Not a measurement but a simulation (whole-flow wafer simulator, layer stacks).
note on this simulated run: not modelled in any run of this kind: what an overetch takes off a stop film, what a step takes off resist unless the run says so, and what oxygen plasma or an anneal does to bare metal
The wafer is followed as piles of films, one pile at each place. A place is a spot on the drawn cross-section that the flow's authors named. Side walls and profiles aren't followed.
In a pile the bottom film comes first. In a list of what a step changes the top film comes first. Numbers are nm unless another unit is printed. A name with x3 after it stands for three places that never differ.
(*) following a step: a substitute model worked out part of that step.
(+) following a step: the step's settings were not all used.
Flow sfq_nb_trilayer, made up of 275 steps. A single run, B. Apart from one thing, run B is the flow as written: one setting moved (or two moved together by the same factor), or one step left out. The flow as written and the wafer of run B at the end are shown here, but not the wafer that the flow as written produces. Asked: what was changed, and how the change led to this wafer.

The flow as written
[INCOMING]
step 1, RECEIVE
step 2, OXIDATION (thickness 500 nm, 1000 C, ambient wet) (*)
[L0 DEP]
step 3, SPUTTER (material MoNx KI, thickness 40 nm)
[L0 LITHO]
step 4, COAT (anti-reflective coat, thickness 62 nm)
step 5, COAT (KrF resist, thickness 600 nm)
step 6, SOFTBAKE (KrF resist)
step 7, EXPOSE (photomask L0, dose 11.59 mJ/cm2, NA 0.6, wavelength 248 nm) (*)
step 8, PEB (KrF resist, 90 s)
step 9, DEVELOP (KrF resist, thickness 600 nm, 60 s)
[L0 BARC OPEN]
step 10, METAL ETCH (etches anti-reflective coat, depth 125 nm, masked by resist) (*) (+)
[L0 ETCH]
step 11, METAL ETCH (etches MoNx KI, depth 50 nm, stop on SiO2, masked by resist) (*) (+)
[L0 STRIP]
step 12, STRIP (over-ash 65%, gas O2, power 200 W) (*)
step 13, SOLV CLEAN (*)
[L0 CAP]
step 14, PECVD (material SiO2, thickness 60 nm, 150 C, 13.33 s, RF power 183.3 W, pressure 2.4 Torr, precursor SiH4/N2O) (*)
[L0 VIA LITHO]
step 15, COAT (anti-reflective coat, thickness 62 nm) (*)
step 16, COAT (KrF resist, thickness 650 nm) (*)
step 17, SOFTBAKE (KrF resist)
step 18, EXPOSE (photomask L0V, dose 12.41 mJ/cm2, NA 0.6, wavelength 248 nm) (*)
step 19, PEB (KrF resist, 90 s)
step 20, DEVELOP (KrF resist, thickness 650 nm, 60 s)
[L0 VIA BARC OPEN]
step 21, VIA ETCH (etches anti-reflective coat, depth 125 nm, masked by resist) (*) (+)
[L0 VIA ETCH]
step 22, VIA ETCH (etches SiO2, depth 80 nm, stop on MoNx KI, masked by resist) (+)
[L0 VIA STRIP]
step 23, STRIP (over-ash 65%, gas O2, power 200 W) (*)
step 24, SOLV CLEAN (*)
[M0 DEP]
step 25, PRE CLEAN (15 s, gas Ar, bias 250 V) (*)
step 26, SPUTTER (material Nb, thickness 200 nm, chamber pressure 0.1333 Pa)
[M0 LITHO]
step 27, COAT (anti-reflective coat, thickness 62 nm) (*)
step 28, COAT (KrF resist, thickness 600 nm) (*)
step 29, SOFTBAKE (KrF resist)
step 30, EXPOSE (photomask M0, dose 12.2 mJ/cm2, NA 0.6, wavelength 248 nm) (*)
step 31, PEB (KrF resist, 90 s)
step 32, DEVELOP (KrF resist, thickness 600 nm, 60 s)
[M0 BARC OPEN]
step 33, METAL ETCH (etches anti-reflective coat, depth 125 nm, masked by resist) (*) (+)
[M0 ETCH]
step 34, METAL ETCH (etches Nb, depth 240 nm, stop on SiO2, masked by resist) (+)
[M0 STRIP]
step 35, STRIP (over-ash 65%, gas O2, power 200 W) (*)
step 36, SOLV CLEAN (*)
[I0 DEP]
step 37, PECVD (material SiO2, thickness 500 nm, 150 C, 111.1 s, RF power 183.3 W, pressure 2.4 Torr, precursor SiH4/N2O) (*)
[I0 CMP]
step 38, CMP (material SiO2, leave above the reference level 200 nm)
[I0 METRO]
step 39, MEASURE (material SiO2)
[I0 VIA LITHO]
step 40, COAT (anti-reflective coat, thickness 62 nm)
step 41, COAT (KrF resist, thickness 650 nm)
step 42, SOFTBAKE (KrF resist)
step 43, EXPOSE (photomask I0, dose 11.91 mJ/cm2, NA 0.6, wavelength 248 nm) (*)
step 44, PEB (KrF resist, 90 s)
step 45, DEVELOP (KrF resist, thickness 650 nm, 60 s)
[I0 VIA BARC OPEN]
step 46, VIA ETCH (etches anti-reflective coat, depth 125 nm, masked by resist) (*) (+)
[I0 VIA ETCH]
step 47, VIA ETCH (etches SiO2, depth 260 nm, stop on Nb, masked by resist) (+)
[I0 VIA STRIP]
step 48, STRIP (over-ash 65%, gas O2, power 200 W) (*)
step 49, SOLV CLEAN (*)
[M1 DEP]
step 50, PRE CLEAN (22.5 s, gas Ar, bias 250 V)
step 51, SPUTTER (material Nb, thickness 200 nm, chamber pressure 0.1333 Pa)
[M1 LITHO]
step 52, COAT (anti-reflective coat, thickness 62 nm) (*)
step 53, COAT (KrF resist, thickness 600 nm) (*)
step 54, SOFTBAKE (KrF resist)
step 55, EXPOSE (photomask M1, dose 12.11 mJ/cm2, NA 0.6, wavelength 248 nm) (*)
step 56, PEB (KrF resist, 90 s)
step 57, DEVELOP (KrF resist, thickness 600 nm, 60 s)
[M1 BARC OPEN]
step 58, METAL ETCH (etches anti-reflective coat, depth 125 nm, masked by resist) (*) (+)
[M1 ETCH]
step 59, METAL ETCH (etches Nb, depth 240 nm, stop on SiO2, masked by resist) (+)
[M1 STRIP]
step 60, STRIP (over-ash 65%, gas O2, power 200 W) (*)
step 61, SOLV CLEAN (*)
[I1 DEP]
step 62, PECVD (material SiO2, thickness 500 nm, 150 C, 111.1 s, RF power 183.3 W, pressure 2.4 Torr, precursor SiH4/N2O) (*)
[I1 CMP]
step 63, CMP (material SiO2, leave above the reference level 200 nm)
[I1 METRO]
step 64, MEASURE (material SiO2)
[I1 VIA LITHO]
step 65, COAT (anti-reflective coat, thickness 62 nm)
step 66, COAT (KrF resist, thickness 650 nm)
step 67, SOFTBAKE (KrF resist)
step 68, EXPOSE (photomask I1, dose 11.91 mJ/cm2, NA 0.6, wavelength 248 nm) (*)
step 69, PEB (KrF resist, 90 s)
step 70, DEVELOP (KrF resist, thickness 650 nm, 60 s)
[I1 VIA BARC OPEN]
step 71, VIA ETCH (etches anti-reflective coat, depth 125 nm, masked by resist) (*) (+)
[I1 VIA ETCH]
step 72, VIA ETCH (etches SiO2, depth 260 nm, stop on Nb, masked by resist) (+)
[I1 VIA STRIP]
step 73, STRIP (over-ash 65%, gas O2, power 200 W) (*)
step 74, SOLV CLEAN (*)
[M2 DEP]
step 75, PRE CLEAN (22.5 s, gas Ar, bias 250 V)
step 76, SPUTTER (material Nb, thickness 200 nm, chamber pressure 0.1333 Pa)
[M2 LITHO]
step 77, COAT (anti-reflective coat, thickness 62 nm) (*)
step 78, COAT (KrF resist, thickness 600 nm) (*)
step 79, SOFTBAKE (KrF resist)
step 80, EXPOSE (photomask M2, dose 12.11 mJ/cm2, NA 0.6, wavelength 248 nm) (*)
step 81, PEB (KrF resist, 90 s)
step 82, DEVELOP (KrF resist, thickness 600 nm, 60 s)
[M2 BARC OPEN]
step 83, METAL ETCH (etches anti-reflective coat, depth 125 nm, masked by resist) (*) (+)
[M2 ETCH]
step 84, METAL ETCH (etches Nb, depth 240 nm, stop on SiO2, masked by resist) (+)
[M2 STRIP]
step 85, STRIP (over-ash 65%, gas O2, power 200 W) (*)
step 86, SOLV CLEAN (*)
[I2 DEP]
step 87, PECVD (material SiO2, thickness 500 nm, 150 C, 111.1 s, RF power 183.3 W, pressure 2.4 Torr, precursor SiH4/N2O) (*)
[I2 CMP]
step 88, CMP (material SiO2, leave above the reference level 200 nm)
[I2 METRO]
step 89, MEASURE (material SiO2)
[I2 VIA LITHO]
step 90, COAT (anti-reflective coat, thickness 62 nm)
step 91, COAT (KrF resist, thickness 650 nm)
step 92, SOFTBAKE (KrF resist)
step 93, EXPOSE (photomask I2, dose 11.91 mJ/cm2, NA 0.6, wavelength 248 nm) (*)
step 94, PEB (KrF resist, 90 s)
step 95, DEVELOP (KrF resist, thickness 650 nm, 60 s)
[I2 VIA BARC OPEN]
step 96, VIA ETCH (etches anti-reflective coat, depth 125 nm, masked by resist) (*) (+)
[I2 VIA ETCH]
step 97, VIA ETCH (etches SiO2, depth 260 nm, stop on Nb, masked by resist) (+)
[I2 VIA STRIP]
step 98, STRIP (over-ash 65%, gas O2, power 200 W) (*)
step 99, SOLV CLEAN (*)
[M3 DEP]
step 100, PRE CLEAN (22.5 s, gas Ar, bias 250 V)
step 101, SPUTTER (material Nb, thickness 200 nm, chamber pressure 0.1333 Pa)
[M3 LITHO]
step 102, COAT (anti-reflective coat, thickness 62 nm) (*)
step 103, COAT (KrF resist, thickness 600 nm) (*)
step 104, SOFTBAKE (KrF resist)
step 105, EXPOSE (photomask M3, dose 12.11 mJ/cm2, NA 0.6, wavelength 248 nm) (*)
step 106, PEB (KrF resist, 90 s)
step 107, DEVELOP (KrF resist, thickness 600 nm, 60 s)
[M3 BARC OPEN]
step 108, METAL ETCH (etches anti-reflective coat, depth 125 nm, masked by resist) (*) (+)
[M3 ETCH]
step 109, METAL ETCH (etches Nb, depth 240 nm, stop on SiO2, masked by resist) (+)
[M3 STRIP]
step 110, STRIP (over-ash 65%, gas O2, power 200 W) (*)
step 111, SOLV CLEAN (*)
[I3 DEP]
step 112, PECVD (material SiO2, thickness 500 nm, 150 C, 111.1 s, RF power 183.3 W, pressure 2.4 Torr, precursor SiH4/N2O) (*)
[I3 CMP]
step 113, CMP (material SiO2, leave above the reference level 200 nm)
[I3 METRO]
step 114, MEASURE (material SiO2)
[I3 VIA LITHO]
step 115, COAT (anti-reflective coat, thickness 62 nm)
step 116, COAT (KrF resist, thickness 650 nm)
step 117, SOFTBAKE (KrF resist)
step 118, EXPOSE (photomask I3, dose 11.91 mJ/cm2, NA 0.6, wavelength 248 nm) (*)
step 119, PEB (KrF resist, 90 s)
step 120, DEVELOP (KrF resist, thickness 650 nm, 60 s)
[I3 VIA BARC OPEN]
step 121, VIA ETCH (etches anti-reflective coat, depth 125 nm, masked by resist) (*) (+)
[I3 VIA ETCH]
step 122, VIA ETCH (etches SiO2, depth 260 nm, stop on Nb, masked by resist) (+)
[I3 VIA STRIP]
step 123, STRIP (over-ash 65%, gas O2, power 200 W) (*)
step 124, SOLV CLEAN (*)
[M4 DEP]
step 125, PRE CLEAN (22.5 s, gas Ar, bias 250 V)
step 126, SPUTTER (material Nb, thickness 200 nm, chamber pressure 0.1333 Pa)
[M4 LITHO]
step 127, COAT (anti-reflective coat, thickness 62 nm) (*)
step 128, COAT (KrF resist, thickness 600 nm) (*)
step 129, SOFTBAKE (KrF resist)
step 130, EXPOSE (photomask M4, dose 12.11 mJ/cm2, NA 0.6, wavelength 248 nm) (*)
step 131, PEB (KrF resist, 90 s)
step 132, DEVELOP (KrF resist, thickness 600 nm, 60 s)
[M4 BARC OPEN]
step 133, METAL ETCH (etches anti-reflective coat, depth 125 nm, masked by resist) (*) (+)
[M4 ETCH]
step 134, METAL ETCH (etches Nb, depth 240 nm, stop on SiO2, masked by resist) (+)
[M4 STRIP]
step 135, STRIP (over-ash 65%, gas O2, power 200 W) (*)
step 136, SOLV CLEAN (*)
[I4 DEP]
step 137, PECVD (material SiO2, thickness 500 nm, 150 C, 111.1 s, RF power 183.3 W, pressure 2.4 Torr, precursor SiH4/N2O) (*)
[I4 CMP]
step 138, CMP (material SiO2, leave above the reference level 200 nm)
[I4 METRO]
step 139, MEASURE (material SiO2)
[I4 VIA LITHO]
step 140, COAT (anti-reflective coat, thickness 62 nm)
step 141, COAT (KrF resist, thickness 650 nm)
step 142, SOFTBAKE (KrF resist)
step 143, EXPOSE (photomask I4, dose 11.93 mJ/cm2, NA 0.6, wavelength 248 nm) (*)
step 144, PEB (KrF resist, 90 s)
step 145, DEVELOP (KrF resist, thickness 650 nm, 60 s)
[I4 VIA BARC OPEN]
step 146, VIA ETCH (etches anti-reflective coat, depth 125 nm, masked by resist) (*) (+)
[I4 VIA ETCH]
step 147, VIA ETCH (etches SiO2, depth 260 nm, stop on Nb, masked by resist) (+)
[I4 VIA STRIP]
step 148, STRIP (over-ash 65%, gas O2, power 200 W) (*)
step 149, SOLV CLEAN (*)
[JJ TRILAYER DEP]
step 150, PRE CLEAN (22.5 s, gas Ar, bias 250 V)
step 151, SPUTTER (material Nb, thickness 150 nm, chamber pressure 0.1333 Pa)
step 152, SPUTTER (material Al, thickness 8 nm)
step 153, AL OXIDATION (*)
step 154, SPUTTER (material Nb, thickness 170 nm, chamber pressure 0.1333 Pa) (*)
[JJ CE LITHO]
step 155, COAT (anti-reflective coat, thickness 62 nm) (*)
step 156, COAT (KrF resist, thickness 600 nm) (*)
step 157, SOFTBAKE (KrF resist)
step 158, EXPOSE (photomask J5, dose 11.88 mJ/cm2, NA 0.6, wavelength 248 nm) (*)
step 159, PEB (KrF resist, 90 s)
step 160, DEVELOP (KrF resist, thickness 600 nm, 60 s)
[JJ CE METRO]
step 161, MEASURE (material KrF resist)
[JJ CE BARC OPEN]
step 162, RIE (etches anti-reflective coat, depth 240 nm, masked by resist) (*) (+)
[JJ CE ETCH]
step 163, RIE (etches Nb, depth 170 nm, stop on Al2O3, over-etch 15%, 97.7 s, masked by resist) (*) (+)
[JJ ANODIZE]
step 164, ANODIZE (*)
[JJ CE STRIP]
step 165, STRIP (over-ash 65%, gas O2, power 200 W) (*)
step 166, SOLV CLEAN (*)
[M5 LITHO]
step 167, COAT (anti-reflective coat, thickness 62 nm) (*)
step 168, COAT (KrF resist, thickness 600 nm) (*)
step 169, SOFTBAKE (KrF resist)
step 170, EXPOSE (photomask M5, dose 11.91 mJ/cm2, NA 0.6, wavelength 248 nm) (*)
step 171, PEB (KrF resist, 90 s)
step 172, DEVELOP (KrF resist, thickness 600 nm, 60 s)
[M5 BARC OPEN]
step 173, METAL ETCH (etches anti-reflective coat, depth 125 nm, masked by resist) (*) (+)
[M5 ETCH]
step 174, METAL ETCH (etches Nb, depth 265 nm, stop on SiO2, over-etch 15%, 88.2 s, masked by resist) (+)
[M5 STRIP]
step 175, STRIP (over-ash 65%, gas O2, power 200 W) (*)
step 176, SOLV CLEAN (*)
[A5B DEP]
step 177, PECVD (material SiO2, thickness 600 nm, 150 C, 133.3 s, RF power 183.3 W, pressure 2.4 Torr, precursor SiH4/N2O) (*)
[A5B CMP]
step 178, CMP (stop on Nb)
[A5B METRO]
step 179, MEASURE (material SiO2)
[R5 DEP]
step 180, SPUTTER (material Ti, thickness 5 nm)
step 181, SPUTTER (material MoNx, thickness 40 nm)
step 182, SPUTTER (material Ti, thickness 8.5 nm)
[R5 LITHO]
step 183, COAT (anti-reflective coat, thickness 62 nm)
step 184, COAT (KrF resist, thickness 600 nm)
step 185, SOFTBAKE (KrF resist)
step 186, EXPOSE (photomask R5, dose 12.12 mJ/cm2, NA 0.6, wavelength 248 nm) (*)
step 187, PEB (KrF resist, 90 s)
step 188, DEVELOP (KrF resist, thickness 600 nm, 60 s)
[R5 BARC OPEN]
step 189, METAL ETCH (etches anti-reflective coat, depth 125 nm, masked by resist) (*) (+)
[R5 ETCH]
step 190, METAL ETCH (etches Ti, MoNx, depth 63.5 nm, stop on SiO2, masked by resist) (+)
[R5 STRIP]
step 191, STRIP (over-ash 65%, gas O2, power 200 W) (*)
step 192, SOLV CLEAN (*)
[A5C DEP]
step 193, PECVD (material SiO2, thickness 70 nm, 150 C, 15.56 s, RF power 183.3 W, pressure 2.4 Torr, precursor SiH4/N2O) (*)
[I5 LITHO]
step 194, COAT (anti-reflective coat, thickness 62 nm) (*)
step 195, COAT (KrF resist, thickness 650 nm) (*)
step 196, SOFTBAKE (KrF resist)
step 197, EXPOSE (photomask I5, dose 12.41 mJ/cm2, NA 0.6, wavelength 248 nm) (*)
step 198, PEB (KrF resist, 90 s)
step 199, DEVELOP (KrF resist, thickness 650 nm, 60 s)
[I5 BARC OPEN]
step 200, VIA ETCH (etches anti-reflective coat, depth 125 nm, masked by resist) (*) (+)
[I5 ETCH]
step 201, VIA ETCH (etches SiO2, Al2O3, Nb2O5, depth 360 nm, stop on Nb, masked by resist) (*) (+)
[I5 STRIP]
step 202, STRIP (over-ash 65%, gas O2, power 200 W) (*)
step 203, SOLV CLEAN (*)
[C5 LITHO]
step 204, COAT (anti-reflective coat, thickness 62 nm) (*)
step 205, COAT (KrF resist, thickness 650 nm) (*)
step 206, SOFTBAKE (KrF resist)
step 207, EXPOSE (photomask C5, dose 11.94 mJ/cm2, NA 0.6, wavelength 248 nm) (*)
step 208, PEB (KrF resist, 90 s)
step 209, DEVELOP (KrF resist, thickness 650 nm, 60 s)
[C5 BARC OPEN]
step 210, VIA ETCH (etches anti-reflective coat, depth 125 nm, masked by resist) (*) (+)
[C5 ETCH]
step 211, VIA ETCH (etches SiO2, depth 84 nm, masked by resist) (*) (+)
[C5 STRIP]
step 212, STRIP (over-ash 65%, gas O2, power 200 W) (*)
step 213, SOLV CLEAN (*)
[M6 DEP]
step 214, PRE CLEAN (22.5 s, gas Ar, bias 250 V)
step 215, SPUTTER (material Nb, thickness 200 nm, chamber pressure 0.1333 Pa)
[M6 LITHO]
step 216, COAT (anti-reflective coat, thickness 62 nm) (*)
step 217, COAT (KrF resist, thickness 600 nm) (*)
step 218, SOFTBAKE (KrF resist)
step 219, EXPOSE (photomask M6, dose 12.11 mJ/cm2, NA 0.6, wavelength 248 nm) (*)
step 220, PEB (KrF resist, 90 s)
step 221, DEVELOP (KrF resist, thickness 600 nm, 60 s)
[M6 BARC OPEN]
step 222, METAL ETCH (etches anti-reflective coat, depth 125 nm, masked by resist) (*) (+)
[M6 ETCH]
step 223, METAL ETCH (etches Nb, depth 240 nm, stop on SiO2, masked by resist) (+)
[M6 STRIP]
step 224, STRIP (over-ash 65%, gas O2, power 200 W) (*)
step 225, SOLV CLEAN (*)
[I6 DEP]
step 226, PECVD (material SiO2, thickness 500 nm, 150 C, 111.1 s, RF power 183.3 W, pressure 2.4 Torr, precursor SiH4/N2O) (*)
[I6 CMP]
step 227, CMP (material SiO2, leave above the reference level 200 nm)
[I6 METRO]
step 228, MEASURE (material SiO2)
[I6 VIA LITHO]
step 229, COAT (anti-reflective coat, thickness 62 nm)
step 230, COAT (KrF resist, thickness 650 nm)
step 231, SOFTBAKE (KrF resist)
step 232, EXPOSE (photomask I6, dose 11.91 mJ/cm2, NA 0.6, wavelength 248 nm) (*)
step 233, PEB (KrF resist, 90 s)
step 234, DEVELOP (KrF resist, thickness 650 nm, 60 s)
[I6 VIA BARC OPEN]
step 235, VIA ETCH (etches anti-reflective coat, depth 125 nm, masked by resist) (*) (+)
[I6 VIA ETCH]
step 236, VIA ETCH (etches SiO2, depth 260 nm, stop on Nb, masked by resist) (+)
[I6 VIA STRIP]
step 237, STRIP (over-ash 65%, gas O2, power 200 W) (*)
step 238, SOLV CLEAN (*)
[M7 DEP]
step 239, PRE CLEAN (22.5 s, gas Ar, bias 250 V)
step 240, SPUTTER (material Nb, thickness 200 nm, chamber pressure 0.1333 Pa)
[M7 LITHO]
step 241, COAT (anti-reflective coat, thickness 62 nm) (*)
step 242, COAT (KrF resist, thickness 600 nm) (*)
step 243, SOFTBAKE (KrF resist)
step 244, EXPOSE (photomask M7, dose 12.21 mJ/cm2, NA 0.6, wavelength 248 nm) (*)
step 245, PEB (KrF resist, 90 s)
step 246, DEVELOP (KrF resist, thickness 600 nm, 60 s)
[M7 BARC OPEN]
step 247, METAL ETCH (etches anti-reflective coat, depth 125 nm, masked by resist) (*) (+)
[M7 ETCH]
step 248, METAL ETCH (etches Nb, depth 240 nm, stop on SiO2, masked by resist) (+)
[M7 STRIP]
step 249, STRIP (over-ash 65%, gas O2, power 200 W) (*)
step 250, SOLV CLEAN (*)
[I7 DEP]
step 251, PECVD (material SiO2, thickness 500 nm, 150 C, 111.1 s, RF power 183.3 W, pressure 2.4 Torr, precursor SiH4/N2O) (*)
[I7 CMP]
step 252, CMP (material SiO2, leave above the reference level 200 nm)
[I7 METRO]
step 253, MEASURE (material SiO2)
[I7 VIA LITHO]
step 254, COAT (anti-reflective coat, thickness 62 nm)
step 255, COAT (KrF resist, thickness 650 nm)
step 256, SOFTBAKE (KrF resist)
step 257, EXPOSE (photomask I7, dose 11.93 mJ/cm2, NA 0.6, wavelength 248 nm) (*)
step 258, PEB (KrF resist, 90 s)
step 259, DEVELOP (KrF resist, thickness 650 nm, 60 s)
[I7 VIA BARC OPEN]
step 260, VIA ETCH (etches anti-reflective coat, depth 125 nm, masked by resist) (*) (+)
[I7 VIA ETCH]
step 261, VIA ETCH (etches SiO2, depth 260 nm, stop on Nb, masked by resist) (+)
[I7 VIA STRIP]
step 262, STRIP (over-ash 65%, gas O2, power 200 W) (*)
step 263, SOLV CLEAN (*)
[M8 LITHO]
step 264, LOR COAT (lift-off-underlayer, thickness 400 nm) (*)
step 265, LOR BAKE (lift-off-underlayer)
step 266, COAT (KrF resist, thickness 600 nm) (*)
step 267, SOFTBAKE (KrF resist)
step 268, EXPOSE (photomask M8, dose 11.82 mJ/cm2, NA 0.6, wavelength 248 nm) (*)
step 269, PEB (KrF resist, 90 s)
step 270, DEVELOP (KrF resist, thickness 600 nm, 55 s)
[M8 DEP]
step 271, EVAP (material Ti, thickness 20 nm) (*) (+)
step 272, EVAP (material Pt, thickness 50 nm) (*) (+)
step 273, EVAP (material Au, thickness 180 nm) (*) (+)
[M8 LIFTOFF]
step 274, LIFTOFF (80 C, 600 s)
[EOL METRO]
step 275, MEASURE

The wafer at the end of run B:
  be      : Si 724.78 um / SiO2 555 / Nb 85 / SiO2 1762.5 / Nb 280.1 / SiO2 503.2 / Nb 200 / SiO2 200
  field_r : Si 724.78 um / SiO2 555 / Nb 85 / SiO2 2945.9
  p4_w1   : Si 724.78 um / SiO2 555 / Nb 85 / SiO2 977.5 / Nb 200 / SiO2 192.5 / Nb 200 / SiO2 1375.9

Cause: step 26, SPUTTER: thickness 85 nm was run, whereas the flow has thickness 200 nm.
The wafer itself shows it: be has Nb 85, and step 26 as written asks for 200 nm.

The path from the change to this, step by step:
  step 26, SPUTTER (material Nb, thickness 200 nm, chamber pressure 0.1333 Pa)
      field_l, via_wl, via_w and 100 more: +85 Nb (new film) (as written it would have been: +200 Nb (new film))
      v_sur: +82 Nb (new film) (as written it would have been: +200 Nb (new film))
      (and at 2 other places as well)
  step 27, COAT (anti-reflective coat, thickness 62 nm) (*)
      v_sur: +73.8 anti-reflective coat (new film) (as written it would have been: +72.3 anti-reflective coat (new film))
      l0_sur: +46.3 anti-reflective coat (new film) (as written it would have been: +47.5 anti-reflective coat (new film))
  step 34, METAL ETCH (etches Nb, depth 240 nm, stop on SiO2, masked by resist) (+)
      field_l, v_sur, via_wl and 100 more: -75 KrF resist (as written it would have been: -141.2 KrF resist)
      moat, m0r_space_l x2: -85 Nb (all of it) (as written it would have been: -200 Nb (all of it))
  step 35, STRIP (over-ash 65%, gas O2, power 200 W) (*)
      p4_fl, p4_fm, p4_w1 and 68 more: -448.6 KrF resist (all of it), -62 anti-reflective coat (all of it) (as written it would have been: -382.4 KrF resist (all of it), -62 anti-reflective coat (all of it))
      c5j, ce_r, sp_r, be_r, r_sur, res: -455.1 KrF resist (all of it), -63.6 anti-reflective coat (all of it) (as written it would have been: -389 KrF resist (all of it), -63.6 anti-reflective coat (all of it))
      (and at 26 other places as well)
  step 37, PECVD (material SiO2, thickness 500 nm, 150 C, 111.1 s, RF power 183.3 W, pressure 2.4 Torr, precursor SiH4/N2O) (*)
      moat, m0r_space_l x2: +500 SiO2 (as written it would have been: +557.1 SiO2)
  step 38, CMP (material SiO2, leave above the reference level 200 nm)
      moat, m0r_space_l x2: -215 SiO2 (as written it would have been: -157.1 SiO2)
